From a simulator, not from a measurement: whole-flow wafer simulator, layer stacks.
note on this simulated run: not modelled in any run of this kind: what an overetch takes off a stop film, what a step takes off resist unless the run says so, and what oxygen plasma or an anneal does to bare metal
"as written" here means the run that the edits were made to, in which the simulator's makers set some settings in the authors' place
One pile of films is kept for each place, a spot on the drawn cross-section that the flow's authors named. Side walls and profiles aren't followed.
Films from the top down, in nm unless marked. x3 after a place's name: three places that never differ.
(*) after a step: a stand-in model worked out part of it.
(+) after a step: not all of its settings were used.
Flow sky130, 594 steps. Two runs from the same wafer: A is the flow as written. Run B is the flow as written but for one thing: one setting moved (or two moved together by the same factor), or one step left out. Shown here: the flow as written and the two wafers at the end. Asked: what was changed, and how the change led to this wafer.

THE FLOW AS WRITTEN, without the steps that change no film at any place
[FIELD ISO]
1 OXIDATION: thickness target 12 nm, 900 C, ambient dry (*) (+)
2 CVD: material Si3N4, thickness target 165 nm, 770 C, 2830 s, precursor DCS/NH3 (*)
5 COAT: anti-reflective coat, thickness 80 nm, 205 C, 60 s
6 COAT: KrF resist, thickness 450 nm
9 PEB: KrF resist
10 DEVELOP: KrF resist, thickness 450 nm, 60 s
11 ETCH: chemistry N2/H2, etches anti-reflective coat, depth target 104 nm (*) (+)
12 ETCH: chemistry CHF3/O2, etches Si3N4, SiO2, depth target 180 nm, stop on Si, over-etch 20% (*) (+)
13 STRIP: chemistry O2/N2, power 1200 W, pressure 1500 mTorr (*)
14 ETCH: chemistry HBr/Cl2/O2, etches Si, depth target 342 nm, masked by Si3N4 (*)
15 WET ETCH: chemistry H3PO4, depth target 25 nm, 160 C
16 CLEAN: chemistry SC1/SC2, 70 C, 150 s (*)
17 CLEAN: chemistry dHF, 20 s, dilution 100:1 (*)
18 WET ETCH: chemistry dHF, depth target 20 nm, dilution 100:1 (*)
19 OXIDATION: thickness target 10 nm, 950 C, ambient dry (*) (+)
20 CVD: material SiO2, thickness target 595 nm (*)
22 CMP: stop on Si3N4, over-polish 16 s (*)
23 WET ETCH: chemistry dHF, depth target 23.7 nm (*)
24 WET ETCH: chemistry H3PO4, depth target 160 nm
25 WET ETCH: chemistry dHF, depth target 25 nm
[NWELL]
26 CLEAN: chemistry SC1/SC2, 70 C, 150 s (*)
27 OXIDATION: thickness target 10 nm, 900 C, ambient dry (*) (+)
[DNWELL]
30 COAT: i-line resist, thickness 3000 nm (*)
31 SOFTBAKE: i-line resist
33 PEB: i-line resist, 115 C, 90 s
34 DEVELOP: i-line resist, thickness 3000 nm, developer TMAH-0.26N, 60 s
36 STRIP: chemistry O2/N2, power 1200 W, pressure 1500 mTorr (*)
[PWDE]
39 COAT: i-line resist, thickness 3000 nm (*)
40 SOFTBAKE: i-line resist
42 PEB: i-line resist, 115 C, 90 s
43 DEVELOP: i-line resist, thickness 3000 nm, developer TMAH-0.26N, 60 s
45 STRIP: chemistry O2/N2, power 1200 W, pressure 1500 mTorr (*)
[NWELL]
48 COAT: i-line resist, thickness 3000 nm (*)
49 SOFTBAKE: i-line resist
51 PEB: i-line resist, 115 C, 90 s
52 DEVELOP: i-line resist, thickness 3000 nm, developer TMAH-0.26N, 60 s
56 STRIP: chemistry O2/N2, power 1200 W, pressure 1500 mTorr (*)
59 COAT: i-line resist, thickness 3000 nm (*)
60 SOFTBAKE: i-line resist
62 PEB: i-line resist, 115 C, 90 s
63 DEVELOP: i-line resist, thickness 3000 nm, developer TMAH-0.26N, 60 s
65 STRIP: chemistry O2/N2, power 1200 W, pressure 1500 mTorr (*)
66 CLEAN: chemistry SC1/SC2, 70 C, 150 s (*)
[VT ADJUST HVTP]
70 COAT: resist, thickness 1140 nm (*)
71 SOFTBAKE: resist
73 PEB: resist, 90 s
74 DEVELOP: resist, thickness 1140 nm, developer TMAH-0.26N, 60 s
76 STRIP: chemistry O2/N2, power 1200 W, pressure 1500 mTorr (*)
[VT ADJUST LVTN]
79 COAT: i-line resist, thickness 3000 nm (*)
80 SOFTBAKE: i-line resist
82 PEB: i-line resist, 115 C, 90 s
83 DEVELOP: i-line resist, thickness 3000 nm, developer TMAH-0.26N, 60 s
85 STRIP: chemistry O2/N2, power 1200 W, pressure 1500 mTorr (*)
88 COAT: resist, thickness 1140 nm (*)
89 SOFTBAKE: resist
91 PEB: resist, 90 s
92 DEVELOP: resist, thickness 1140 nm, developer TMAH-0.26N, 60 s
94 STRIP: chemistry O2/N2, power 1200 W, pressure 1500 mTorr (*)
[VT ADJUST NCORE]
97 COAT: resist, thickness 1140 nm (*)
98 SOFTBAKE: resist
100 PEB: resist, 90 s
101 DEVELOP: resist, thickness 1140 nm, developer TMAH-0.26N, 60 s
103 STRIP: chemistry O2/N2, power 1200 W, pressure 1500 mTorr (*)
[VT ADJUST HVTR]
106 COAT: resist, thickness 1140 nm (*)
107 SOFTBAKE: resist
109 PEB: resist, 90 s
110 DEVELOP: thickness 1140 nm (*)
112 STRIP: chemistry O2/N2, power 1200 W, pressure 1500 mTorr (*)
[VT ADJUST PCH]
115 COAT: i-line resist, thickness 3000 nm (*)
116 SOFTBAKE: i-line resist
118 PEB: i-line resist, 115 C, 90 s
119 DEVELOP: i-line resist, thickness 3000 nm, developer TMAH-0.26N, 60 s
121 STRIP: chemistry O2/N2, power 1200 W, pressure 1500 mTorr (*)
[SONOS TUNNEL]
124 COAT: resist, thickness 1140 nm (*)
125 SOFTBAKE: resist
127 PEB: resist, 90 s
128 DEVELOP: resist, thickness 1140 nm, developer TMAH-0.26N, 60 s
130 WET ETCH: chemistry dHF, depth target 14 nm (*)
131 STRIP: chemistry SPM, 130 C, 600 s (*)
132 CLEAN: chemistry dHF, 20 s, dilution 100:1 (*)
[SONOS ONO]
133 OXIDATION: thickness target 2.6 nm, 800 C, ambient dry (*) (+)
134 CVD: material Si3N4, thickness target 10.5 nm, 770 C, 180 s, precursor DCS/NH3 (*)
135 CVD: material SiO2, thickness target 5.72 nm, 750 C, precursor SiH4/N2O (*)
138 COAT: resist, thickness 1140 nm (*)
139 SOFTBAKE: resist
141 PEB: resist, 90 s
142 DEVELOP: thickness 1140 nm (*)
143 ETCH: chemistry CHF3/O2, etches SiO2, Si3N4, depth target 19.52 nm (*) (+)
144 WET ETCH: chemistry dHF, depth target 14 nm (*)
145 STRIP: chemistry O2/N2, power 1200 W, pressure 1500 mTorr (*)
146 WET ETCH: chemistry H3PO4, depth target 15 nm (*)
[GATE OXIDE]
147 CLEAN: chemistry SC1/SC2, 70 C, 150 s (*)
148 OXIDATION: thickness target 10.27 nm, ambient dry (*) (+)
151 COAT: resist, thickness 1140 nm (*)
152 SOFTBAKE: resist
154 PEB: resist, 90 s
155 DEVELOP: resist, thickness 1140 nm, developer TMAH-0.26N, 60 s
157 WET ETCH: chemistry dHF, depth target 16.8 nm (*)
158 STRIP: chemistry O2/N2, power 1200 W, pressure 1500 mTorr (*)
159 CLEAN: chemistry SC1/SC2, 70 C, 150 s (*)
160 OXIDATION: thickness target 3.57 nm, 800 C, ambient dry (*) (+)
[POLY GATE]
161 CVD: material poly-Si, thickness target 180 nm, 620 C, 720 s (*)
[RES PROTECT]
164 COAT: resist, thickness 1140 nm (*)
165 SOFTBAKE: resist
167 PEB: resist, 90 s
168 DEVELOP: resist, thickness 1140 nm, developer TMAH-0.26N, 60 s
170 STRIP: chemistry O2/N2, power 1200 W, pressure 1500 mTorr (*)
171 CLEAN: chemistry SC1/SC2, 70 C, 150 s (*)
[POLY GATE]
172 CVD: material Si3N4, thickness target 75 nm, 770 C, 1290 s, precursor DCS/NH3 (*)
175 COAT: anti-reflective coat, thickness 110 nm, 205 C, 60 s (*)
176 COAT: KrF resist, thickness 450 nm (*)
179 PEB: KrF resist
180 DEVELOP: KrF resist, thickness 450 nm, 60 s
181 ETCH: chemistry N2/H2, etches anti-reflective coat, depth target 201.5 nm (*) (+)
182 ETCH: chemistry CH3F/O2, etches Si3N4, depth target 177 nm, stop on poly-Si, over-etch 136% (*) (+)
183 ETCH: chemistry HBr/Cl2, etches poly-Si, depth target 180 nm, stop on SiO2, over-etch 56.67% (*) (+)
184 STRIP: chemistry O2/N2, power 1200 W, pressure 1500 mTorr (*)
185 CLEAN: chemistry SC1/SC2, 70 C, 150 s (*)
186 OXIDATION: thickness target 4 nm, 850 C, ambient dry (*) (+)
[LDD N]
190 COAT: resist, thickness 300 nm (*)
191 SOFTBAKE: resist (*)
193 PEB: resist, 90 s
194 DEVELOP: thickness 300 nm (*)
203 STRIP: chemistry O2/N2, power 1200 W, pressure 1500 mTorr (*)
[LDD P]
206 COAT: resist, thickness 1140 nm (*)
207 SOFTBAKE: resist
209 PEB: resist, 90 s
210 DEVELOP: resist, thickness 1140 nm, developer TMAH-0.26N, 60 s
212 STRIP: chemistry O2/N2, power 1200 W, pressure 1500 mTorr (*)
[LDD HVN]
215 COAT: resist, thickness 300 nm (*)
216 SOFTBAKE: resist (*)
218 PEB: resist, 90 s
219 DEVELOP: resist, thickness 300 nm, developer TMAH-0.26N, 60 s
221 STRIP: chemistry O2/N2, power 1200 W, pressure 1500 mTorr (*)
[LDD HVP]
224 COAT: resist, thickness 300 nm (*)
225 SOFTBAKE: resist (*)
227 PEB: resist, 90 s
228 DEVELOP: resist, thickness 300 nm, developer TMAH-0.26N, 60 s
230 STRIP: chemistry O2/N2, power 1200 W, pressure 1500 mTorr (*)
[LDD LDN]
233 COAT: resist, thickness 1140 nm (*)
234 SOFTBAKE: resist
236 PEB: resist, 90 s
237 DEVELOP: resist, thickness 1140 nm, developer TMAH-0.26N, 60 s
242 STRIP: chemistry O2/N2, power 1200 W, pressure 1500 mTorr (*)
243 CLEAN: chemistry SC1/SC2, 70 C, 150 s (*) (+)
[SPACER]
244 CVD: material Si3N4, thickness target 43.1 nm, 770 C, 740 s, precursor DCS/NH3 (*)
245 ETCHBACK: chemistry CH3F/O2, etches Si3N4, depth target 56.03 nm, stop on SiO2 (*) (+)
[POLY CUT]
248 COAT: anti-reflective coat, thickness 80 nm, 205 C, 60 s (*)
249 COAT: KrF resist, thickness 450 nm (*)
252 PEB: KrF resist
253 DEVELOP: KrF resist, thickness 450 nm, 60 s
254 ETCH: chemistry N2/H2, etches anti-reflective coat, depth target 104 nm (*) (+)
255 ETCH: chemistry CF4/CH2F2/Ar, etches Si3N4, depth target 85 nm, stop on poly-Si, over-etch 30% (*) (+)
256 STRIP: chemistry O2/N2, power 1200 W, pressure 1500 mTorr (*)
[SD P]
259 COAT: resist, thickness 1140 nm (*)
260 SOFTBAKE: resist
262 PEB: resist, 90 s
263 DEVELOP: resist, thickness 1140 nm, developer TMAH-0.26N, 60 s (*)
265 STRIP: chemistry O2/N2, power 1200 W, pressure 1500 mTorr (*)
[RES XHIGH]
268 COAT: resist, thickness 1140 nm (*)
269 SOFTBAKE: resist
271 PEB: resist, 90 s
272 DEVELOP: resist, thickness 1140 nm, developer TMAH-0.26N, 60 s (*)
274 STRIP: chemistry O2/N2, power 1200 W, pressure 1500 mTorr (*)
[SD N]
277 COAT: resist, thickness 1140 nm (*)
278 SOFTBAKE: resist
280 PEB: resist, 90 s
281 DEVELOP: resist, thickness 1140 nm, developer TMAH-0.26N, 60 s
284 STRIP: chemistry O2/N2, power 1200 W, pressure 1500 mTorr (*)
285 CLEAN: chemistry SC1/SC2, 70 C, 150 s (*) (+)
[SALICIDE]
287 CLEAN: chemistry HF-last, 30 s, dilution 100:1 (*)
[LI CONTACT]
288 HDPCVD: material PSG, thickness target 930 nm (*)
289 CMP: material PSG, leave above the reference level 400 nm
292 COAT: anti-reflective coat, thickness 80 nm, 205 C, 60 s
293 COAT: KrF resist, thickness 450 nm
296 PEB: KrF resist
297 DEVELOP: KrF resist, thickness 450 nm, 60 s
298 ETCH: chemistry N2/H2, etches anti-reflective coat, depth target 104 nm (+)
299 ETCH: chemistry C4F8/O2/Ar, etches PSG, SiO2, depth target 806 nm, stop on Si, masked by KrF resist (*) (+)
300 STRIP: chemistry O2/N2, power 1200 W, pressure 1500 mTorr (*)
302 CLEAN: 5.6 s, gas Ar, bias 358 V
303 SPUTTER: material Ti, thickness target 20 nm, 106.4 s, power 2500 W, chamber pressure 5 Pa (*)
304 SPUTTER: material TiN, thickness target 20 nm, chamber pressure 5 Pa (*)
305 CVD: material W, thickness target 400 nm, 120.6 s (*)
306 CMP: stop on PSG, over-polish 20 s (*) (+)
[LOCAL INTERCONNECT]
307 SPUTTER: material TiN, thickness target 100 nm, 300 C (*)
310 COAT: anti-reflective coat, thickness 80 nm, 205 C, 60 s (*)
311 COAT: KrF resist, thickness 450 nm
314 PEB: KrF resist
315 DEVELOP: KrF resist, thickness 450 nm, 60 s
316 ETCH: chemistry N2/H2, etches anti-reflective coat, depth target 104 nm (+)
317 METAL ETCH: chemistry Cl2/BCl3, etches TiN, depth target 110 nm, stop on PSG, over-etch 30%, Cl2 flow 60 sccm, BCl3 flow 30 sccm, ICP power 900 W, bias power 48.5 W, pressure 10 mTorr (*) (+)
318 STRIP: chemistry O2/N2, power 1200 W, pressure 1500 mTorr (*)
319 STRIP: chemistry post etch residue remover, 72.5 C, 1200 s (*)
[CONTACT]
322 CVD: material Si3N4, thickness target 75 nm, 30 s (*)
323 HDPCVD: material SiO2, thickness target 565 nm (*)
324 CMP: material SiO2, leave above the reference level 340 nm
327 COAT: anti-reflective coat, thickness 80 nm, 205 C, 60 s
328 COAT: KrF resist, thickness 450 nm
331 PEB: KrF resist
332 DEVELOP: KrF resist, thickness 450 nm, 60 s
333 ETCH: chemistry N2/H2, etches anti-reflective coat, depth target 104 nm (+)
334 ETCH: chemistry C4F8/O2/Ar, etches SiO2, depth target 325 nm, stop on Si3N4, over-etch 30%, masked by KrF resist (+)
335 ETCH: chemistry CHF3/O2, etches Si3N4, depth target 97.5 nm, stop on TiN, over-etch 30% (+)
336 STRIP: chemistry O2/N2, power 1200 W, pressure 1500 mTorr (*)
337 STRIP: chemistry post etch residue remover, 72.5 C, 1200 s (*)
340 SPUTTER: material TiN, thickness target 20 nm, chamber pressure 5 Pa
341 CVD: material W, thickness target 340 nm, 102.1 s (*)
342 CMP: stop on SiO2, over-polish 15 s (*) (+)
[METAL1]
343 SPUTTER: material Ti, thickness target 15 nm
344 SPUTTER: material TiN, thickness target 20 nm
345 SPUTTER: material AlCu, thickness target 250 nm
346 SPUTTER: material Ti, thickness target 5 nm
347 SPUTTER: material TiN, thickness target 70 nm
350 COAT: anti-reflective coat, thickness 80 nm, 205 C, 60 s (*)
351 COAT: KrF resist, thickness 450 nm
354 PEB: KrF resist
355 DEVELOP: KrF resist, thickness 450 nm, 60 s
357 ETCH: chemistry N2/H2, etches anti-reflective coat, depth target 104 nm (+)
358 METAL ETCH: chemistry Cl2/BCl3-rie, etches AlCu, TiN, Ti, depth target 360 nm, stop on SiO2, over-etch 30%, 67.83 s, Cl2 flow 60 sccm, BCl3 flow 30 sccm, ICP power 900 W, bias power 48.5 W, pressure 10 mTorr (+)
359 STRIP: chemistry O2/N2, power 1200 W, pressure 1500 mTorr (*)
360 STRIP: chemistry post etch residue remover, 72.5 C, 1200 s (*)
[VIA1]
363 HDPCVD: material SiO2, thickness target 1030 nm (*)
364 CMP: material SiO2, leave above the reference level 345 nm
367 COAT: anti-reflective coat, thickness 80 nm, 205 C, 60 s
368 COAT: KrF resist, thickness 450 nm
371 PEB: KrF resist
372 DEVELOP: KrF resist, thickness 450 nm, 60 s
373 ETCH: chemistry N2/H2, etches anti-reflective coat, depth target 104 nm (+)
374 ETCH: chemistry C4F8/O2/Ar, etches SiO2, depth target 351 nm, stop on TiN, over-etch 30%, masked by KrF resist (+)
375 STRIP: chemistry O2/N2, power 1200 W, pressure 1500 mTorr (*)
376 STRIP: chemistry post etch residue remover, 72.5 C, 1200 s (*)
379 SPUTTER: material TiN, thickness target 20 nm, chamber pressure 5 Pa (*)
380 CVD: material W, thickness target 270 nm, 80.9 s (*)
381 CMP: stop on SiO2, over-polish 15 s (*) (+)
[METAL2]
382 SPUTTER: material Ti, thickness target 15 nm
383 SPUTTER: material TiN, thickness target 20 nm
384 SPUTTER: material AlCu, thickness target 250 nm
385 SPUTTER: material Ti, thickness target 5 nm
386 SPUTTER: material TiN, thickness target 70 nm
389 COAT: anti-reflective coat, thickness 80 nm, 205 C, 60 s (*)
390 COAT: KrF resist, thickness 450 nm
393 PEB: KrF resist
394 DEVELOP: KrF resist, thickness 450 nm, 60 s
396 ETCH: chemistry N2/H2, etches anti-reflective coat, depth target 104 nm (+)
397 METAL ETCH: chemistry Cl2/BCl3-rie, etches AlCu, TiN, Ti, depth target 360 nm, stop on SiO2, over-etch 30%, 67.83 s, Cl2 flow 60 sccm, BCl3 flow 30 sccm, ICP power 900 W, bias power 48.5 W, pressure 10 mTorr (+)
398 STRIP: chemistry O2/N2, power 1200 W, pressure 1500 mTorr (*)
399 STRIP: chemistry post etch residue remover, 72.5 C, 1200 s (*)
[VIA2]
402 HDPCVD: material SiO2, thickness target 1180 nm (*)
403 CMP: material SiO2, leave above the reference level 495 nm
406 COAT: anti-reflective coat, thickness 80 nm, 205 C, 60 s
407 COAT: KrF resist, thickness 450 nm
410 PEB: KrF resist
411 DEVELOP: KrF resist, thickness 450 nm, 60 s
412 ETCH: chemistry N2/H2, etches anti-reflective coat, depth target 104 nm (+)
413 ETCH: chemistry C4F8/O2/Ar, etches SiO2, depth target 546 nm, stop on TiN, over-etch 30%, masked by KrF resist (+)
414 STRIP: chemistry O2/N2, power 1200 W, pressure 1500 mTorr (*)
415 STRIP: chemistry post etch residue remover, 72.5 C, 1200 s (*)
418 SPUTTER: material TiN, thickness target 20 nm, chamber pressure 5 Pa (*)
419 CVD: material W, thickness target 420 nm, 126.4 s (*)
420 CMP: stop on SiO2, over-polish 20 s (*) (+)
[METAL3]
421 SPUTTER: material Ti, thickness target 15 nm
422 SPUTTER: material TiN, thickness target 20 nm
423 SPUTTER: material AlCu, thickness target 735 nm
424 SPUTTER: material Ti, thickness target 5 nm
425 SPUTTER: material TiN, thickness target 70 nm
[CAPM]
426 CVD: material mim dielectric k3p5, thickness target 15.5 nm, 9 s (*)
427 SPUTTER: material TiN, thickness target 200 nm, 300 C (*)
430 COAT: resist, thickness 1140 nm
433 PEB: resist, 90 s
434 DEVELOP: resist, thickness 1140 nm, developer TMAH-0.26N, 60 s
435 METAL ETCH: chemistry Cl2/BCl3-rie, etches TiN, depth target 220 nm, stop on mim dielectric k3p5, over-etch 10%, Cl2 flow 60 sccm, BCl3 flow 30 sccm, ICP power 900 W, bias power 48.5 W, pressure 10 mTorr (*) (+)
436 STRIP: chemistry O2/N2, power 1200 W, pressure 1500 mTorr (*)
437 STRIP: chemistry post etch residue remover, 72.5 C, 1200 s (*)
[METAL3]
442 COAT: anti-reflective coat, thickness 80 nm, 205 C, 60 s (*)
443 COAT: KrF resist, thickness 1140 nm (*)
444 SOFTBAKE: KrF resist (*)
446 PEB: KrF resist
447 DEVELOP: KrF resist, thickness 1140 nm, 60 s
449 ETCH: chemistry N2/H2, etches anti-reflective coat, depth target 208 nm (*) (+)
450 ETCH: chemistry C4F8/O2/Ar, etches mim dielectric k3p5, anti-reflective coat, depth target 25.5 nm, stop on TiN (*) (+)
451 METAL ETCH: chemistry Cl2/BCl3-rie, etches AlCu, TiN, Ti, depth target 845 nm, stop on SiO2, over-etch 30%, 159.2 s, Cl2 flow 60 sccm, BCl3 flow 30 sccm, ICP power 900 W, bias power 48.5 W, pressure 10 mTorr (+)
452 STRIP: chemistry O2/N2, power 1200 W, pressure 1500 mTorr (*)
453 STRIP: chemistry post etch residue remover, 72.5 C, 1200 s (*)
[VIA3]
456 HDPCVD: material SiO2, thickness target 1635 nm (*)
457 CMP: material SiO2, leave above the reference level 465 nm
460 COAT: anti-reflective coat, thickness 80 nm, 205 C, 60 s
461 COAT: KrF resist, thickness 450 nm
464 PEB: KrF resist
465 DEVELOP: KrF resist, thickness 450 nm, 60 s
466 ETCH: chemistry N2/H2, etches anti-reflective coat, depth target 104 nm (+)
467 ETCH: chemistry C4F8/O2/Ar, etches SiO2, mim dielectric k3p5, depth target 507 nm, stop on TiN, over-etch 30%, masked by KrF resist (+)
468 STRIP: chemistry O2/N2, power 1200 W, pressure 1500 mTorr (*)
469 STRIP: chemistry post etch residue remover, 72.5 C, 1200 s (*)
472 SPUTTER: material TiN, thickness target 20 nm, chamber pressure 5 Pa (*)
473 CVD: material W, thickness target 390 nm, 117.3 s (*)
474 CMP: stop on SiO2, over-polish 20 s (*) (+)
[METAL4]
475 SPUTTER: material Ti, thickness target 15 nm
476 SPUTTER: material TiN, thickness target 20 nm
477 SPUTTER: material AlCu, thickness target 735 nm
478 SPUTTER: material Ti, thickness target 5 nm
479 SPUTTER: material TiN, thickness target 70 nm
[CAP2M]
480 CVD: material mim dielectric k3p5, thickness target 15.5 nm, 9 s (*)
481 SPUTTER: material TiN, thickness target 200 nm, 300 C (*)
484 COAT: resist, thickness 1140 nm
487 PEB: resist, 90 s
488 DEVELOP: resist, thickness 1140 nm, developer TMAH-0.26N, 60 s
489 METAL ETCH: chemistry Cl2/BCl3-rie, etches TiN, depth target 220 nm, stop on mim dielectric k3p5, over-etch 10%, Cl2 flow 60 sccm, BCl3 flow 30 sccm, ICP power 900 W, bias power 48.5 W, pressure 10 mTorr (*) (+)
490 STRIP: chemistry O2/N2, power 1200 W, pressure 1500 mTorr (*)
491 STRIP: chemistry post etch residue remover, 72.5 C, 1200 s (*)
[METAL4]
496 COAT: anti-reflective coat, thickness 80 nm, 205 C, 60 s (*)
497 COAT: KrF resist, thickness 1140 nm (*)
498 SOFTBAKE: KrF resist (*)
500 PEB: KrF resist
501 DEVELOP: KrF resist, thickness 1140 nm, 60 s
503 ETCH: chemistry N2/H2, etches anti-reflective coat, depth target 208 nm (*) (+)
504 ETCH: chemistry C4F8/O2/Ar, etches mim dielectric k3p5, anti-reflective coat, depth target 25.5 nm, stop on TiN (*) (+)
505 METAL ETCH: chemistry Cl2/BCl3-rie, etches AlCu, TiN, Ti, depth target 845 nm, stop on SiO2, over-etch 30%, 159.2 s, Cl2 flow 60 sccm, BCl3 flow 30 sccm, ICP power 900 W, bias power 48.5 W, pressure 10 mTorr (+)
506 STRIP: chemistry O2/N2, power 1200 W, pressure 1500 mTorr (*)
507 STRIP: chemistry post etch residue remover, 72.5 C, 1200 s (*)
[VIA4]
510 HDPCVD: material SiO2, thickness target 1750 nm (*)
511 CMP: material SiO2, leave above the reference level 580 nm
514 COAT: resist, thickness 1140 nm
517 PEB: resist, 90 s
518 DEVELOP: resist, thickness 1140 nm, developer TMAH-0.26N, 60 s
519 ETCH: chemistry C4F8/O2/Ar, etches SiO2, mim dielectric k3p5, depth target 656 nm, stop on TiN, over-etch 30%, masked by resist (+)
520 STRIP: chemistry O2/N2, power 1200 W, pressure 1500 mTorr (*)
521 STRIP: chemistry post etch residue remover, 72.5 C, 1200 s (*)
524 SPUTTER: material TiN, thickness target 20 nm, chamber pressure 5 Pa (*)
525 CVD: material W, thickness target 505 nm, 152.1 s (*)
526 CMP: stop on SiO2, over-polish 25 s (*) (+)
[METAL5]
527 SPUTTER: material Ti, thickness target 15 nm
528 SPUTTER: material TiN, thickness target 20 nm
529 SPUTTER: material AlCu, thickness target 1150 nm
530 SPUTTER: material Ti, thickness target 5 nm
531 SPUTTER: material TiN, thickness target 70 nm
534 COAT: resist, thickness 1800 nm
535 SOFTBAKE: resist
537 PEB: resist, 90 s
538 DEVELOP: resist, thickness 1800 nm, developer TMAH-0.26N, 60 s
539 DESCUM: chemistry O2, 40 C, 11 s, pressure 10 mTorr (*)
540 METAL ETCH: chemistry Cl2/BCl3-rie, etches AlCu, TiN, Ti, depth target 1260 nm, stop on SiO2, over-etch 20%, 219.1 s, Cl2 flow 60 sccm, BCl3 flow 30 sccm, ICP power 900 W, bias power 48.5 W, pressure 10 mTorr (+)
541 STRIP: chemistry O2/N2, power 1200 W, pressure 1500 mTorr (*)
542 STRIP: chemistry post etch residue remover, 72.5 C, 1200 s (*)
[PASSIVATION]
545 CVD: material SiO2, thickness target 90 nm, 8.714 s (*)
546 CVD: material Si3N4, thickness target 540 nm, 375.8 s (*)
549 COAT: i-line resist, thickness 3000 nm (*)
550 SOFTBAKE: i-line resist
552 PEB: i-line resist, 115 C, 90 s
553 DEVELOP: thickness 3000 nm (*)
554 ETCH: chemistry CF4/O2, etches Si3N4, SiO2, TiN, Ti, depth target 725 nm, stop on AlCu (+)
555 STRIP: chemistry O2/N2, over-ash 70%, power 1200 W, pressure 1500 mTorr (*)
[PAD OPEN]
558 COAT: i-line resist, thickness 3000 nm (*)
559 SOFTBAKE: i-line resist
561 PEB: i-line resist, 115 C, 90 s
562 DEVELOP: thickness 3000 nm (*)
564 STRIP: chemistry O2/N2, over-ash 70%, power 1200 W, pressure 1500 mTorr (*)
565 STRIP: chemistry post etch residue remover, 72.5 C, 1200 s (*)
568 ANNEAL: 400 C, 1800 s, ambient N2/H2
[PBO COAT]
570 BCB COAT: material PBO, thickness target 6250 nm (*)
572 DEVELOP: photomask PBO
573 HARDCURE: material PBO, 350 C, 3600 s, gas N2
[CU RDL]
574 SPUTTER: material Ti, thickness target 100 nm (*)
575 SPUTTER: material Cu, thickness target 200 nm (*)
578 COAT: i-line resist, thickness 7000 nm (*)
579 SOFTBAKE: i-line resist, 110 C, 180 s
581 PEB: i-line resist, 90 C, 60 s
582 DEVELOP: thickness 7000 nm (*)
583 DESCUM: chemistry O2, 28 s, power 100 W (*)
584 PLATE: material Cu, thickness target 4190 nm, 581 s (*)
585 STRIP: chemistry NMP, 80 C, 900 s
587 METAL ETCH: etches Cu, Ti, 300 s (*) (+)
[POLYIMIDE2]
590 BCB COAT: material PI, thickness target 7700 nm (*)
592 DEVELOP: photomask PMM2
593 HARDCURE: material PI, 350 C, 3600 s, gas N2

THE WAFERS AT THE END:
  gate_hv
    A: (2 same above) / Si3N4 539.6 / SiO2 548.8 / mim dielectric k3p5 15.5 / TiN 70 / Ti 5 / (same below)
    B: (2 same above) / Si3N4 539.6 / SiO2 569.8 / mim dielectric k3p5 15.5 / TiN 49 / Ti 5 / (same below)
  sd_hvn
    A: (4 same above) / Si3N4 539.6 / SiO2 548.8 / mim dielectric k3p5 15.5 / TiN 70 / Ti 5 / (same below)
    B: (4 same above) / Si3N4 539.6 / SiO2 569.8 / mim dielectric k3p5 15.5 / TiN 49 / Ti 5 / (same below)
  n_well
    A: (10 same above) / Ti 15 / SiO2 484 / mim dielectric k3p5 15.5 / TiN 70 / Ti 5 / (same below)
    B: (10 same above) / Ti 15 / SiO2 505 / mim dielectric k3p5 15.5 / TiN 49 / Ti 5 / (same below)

The cause: step 479, SPUTTER: thickness target 49 nm was run, where the flow has thickness target 70 nm.
It can be read off the wafer: gate_hv has TiN 49, and step 479 as written asks for 70 nm.

How the change led to this, step by step:
  479 SPUTTER: material TiN, thickness target 70 nm
      field, active, n_well and 189 more: A TiN +70 (new film) | B TiN +49 (new film)
  505 METAL ETCH: chemistry Cl2/BCl3-rie, etches AlCu, TiN, Ti, depth target 845 nm, stop on SiO2, over-etch 30%, 159.2 s, Cl2 flow 60 sccm, BCl3 flow 30 sccm, ICP power 900 W, bias power 48.5 W, pressure 10 mTorr (+)
      field, active, gate and 63 more: A TiN -70 (all of it), Ti -5 (all of it), AlCu -735 (all of it), TiN -20 (all of it), Ti -15 (all of it), SiO2 -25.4 | B TiN -49 (all of it), Ti -5 (all of it), AlCu -735 (all of it), TiN -20 (all of it), Ti -15 (all of it), SiO2 -27.4
      vpp_iso1, m1_ln, poly_licon and 8 more: A TiN -70 (all of it), Ti -5 (all of it), AlCu -735 (all of it), TiN -20 (all of it), Ti -15 (all of it), SiO2 -25.3 | B TiN -49 (all of it), Ti -5 (all of it), AlCu -735 (all of it), TiN -20 (all of it), Ti -15 (all of it), SiO2 -27.4
      (and at 11 more places)
  519 ETCH: chemistry C4F8/O2/Ar, etches SiO2, mim dielectric k3p5, depth target 656 nm, stop on TiN, over-etch 30%, masked by resist (+)
      m1: A SiO2 -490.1 (all of it), mim dielectric k3p5 -15.5 (all of it) | B SiO2 -511.1 (all of it), mim dielectric k3p5 -15.5 (all of it)
      via4_hole: A SiO2 -489.5 (all of it), mim dielectric k3p5 -15.5 (all of it) | B SiO2 -510.5 (all of it), mim dielectric k3p5 -15.5 (all of it)
  525 CVD: material W, thickness target 505 nm, 152.1 s (*)
      m1: A W +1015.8 (new film) | B W +1036.9 (new film)
      via4_hole: A W +1015.2 (new film) | B W +1036.3 (new film)
